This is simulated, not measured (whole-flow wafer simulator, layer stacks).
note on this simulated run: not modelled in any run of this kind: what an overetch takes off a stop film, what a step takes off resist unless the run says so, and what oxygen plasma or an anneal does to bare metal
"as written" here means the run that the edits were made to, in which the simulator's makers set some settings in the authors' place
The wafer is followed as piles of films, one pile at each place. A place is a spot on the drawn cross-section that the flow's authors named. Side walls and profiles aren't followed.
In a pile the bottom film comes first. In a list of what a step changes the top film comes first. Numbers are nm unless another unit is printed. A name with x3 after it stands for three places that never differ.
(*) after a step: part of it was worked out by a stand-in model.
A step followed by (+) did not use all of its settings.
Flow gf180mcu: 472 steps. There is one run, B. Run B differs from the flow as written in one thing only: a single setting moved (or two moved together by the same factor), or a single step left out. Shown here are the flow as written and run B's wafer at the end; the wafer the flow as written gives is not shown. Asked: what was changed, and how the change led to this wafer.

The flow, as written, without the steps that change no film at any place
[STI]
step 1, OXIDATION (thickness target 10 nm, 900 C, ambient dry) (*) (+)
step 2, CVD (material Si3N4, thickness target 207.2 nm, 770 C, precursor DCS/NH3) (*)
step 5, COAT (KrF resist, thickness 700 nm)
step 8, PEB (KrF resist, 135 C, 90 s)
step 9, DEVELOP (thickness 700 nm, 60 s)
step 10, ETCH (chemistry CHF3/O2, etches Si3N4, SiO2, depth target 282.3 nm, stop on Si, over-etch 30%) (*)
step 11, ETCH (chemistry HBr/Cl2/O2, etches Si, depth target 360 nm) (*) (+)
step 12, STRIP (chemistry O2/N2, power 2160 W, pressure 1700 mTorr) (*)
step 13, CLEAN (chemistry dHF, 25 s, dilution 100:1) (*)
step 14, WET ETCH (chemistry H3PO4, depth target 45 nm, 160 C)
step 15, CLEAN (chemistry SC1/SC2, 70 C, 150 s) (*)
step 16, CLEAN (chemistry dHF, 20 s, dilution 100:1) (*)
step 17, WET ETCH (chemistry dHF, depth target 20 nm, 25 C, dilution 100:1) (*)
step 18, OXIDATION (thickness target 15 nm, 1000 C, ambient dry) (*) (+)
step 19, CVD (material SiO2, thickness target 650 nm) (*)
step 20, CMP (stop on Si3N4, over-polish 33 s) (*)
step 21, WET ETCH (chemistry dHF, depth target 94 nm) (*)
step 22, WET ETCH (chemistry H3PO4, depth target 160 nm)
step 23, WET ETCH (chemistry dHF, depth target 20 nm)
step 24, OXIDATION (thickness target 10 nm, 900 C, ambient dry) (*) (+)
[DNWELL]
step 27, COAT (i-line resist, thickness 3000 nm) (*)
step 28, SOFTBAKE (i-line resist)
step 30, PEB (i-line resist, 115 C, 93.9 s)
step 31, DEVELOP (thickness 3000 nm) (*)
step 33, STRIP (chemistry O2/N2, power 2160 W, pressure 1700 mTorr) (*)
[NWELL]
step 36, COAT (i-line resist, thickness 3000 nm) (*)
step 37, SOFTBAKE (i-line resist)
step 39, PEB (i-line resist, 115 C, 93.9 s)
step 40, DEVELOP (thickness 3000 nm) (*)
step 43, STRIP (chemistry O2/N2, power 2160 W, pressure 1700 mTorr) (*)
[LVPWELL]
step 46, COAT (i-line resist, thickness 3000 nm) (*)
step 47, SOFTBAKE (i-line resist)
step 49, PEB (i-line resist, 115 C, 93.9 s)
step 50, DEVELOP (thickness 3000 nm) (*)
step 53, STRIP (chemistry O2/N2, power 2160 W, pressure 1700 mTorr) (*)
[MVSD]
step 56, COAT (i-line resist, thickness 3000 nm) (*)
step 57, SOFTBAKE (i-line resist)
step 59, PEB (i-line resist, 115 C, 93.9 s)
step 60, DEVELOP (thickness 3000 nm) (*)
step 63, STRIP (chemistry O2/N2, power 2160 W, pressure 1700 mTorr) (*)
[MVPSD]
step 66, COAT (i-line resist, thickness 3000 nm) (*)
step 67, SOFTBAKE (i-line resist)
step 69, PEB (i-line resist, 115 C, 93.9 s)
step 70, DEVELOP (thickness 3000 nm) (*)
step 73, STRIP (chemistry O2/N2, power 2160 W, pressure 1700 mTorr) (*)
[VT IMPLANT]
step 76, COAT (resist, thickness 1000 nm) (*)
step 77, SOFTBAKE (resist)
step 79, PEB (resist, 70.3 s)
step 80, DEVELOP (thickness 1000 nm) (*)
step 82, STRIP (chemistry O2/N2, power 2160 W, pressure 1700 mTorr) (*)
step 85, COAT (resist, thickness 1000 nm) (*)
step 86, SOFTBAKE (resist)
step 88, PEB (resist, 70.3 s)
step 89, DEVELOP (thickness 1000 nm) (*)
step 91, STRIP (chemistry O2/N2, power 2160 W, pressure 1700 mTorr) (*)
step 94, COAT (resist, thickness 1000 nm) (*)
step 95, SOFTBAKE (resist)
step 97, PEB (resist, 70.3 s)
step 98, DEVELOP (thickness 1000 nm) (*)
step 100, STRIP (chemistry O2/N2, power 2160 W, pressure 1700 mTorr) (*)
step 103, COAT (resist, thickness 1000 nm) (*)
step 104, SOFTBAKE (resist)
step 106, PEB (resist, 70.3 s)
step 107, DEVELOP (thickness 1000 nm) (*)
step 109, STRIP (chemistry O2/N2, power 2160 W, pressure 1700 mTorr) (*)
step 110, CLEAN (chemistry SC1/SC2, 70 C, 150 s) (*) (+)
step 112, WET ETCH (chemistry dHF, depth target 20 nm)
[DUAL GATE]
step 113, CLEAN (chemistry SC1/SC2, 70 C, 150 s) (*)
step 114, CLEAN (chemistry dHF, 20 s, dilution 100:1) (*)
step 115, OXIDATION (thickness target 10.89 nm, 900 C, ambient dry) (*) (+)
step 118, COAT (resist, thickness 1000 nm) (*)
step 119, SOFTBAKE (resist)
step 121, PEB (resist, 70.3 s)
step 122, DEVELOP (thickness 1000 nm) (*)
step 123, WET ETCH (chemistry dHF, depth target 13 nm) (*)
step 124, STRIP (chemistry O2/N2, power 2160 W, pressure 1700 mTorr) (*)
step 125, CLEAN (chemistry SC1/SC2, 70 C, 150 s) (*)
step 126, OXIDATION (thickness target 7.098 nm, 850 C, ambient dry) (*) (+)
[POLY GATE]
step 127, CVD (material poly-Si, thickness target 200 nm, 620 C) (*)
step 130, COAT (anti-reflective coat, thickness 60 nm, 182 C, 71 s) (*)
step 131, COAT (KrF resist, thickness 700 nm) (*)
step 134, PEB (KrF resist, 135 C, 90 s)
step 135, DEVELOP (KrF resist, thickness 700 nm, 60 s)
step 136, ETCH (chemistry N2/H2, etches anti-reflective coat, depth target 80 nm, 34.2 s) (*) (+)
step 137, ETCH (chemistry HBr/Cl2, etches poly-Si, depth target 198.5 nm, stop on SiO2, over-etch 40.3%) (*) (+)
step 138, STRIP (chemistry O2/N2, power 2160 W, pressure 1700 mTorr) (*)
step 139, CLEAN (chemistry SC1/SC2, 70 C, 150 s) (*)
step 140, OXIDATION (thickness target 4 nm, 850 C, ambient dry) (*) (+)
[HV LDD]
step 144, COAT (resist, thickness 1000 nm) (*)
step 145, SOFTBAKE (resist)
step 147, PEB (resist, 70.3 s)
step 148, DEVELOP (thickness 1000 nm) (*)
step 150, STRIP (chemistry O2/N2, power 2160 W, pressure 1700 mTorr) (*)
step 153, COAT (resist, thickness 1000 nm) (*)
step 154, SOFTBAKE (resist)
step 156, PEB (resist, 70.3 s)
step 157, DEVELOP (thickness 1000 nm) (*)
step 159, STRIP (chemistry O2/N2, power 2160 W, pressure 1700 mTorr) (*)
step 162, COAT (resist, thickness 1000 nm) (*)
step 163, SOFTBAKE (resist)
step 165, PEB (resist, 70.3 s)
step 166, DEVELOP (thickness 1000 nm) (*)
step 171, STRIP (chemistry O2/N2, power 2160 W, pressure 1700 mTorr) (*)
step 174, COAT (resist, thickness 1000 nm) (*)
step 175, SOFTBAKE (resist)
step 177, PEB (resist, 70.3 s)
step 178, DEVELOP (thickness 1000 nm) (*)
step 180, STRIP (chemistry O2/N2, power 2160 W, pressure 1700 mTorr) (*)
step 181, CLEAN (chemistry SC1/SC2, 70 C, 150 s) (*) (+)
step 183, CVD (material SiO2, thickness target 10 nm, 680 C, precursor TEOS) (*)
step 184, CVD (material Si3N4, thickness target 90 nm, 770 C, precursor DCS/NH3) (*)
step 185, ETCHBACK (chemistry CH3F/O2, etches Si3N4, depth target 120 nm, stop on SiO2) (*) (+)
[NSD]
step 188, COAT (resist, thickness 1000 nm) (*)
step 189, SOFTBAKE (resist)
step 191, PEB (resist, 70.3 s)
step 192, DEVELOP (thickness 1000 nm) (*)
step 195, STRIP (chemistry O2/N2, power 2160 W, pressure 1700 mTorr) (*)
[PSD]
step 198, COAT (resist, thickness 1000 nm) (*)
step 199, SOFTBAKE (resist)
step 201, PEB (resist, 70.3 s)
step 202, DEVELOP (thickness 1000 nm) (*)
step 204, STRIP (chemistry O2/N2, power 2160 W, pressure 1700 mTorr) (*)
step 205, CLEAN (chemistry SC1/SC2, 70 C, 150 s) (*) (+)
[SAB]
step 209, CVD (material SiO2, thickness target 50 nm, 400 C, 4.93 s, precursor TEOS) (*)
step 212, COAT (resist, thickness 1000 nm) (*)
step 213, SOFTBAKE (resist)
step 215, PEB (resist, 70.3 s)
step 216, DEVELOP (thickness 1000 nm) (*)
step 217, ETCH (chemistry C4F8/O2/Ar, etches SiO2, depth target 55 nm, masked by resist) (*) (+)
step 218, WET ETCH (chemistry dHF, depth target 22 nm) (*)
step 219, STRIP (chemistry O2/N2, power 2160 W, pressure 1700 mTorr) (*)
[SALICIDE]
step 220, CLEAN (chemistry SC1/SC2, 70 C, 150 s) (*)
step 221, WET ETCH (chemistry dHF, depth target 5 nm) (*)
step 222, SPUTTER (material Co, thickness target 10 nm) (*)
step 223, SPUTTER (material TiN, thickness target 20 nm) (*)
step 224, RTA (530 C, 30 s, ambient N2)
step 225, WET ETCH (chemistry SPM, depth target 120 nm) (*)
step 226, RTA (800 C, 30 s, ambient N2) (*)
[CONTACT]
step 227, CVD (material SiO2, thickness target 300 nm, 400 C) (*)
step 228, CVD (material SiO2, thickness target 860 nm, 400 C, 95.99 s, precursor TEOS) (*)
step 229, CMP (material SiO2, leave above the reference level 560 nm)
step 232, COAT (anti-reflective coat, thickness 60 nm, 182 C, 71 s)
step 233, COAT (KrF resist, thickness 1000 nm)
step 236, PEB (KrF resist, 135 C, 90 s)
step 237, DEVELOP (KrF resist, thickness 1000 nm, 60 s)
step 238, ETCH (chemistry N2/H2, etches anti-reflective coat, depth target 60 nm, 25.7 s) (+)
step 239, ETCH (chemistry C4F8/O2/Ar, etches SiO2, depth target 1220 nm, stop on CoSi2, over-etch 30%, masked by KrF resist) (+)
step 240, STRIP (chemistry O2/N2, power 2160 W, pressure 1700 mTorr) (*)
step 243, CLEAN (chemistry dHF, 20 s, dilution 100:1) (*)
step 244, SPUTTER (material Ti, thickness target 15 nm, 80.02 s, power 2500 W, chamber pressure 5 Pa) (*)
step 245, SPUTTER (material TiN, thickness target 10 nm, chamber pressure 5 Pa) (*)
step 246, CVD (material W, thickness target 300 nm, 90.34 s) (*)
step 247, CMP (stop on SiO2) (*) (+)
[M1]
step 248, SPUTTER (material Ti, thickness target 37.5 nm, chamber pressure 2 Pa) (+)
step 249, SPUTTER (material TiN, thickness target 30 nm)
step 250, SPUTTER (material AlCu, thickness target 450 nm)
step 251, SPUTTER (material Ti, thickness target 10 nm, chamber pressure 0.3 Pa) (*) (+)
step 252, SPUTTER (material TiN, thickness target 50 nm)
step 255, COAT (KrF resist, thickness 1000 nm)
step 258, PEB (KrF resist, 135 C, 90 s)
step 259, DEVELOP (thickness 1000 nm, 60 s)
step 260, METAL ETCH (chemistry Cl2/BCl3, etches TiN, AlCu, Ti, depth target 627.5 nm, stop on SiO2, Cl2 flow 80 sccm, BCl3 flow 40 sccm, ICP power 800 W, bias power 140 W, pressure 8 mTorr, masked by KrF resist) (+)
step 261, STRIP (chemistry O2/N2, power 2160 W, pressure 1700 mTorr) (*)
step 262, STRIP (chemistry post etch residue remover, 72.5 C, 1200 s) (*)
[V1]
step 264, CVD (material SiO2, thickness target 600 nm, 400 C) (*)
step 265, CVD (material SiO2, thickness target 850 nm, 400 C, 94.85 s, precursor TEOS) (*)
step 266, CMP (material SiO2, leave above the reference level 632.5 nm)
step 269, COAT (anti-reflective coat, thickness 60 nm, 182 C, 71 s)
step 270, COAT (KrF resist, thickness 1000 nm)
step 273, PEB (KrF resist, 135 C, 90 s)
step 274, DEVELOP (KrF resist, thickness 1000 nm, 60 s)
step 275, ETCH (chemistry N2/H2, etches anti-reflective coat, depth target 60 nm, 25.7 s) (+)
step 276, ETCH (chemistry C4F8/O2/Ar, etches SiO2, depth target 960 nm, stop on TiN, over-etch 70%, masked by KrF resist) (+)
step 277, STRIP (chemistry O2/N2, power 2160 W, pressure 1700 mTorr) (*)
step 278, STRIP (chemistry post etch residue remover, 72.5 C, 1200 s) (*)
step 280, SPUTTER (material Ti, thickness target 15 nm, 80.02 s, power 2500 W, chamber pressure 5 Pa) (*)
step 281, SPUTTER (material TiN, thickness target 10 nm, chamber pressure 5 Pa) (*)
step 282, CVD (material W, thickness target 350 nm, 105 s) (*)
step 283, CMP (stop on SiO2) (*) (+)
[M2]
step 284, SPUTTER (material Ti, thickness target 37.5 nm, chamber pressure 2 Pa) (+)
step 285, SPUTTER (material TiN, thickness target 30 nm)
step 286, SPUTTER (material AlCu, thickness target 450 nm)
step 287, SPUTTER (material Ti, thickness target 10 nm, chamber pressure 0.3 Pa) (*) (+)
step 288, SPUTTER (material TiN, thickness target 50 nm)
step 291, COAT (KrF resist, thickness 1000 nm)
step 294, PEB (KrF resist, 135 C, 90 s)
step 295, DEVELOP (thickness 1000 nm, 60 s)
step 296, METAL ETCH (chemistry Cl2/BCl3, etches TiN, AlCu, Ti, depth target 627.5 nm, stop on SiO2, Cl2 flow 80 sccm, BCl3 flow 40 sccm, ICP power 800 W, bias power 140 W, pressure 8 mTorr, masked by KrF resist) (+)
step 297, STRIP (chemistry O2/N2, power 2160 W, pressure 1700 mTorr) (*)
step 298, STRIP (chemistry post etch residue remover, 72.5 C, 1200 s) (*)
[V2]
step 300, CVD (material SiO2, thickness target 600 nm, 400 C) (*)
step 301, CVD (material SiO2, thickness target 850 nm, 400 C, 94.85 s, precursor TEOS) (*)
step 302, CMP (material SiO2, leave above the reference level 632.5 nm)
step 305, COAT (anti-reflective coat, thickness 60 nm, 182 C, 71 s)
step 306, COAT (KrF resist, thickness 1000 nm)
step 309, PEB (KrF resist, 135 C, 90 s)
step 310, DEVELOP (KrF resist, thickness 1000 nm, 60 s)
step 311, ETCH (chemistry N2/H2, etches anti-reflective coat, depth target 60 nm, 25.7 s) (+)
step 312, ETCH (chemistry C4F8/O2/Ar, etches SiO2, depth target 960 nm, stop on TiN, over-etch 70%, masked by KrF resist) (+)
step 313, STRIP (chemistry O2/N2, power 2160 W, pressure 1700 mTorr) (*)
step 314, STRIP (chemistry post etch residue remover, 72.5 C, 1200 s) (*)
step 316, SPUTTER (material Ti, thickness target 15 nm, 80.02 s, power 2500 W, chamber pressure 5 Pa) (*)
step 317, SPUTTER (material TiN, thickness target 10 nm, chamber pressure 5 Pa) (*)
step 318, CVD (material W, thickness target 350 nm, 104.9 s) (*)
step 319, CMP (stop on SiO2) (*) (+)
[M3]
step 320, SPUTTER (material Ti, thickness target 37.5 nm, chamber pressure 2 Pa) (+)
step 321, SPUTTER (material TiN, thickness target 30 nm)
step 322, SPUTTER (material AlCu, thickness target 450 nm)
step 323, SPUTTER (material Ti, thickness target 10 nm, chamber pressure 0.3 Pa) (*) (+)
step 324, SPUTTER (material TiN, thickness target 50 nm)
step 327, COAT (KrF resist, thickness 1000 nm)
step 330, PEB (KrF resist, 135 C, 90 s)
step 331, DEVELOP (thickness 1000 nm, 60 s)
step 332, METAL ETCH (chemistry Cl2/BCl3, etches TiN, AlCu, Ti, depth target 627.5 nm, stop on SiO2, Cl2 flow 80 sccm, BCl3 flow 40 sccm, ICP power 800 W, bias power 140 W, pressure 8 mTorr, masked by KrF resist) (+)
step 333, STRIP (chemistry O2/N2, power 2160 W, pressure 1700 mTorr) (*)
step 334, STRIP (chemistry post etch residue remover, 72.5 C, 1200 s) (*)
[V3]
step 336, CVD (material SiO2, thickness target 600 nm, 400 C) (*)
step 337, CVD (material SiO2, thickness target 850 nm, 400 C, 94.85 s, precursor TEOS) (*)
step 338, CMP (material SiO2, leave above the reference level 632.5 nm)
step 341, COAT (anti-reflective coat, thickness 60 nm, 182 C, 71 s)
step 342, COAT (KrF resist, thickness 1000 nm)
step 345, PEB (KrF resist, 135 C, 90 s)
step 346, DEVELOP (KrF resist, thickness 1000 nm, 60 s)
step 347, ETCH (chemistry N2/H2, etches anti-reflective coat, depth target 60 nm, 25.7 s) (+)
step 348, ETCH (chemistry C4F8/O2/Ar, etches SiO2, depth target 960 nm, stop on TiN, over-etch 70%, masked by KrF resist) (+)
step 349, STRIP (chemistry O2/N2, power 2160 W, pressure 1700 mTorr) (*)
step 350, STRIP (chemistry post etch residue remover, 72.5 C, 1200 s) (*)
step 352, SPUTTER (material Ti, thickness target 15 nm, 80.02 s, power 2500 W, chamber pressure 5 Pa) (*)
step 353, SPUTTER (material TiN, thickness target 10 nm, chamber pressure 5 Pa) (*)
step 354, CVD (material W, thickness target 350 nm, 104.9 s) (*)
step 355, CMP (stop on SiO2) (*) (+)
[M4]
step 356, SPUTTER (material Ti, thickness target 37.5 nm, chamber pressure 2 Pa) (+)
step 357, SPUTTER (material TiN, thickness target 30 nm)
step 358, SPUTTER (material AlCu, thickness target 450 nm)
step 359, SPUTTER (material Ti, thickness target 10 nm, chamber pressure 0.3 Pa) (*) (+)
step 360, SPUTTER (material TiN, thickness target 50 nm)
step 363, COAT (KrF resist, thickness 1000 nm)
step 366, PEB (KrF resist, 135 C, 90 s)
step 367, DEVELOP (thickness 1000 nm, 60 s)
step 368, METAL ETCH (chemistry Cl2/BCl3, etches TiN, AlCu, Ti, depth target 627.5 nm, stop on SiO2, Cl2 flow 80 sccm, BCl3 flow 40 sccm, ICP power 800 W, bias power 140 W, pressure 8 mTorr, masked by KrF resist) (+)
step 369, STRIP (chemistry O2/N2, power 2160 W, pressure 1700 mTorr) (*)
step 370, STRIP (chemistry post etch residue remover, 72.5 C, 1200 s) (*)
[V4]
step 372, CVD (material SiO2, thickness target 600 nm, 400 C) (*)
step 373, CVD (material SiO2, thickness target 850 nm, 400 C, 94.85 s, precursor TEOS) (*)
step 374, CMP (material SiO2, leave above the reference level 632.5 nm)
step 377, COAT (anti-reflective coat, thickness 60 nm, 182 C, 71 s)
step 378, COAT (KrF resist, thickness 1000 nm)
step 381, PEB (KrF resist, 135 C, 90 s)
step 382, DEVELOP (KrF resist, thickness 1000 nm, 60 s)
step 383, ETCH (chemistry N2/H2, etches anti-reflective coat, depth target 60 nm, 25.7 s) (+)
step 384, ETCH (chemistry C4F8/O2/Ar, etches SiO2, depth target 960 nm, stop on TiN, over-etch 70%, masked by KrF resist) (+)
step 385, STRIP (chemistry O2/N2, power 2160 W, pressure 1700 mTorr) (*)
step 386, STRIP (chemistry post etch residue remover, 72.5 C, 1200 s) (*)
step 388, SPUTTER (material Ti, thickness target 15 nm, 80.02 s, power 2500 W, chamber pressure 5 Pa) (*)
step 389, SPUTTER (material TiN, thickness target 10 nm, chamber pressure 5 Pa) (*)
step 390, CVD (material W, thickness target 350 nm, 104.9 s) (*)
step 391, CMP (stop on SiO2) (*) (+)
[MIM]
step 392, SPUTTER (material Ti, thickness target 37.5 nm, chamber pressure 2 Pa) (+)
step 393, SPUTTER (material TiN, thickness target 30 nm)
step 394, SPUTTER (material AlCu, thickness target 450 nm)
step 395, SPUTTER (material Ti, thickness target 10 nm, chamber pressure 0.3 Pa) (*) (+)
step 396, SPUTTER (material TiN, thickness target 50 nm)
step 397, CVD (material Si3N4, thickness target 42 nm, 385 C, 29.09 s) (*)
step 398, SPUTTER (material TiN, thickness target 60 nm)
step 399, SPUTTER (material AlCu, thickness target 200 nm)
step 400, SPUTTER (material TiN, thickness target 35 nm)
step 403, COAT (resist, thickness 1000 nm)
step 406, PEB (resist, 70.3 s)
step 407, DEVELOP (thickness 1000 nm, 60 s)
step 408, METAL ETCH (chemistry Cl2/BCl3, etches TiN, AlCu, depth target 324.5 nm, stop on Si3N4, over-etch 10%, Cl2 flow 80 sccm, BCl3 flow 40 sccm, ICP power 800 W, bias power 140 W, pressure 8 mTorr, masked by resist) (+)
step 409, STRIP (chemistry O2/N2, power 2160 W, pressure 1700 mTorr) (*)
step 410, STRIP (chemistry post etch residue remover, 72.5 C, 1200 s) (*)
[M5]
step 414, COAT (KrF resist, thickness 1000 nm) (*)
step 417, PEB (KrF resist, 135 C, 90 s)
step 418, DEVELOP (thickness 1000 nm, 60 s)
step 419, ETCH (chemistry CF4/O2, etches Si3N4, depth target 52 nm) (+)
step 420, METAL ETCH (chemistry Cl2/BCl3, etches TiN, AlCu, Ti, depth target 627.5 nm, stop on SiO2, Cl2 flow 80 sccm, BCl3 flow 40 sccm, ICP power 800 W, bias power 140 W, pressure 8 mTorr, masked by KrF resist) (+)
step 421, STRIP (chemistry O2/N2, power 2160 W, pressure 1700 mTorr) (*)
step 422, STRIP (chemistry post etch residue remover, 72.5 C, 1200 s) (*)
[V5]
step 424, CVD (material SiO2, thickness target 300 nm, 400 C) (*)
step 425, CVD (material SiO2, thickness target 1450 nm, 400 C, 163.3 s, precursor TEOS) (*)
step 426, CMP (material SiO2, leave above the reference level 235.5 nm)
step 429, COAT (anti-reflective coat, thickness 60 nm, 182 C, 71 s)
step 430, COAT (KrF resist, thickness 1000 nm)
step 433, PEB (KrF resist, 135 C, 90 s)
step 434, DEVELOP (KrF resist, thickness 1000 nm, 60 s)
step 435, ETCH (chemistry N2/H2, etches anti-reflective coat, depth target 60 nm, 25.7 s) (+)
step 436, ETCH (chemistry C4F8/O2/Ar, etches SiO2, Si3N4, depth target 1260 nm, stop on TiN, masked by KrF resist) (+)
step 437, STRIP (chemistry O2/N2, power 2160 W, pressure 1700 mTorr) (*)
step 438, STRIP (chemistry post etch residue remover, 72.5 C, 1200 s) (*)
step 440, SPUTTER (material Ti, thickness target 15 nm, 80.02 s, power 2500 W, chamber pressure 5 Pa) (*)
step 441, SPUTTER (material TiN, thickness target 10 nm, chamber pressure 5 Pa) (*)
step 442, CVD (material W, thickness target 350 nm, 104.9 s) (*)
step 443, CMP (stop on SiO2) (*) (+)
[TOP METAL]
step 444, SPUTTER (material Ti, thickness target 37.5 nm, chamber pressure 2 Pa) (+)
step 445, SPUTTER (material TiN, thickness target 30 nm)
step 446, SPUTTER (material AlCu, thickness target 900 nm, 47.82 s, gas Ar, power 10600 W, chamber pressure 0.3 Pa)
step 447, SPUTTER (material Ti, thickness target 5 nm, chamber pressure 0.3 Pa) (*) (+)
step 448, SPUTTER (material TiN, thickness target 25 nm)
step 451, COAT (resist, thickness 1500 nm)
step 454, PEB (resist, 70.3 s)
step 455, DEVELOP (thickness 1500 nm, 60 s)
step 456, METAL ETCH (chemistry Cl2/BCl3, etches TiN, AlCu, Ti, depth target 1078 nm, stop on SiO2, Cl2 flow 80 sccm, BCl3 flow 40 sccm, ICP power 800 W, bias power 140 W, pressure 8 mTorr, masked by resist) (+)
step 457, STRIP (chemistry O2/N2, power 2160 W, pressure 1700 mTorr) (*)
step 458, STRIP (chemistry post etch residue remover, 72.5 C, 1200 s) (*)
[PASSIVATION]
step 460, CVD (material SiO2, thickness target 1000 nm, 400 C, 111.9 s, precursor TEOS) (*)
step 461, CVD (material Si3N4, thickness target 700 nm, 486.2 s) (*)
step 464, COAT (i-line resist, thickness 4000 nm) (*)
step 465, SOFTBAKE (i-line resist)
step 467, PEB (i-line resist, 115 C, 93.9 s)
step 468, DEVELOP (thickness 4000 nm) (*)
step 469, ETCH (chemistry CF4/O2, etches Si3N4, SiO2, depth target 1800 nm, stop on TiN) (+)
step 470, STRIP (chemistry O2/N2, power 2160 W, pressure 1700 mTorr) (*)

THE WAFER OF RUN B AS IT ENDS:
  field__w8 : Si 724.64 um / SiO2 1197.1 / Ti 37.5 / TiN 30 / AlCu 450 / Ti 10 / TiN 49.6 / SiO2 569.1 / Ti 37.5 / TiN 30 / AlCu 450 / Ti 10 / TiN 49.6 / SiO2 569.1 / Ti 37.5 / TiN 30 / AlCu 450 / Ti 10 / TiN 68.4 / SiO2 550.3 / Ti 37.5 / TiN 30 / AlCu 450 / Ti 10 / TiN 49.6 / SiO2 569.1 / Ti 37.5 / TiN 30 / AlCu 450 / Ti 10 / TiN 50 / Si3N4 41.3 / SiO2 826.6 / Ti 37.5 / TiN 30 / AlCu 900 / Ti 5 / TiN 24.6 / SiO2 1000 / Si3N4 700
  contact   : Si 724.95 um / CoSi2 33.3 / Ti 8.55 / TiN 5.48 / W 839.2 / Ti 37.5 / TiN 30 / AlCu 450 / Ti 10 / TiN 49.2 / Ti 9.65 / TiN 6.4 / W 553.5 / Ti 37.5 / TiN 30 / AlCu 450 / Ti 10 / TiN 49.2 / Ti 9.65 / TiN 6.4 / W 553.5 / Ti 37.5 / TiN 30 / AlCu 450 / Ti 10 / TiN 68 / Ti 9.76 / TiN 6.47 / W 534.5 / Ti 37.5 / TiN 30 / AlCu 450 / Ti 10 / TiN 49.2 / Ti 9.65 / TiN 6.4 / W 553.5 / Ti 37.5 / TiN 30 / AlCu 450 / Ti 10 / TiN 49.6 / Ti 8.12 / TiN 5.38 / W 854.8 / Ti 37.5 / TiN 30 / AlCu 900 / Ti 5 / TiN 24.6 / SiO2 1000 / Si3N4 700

The reason: step 324, SPUTTER: thickness target 68.8 nm was run, though the flow has thickness target 50 nm.

The path from the change to this, step by step:
  step 324, SPUTTER (material TiN, thickness target 50 nm)
      field, field__w1, field__w2 and 108 more: +68.8 TiN (new film) (as written it would have been: +50 TiN (new film))
  step 332, METAL ETCH (chemistry Cl2/BCl3, etches TiN, AlCu, Ti, depth target 627.5 nm, stop on SiO2, Cl2 flow 80 sccm, BCl3 flow 40 sccm, ICP power 800 W, bias power 140 W, pressure 8 mTorr, masked by KrF resist) (+)
      field, field__w1, field__w2 and 103 more: -68.8 TiN (all of it), -10 Ti (all of it), -450 AlCu (all of it), -30 TiN (all of it), -37.5 Ti (all of it) (as written it would have been: -50 TiN (all of it), -10 Ti (all of it), -450 AlCu (all of it), -30 TiN (all of it), -37.5 Ti (all of it))
  step 338, CMP (material SiO2, leave above the reference level 632.5 nm)
      field__w8, contact, m1, m1__w1, m1_nw: -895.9 SiO2 (as written it would have been: -877.1 SiO2)
  step 348, ETCH (chemistry C4F8/O2/Ar, etches SiO2, depth target 960 nm, stop on TiN, over-etch 70%, masked by KrF resist) (+)
      contact: -553.7 SiO2 (all of it) (as written it would have been: -572.5 SiO2 (all of it))
  step 354, CVD (material W, thickness target 350 nm, 104.9 s) (*)
      contact: +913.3 W (new film) (as written it would have been: +932.3 W (new film))
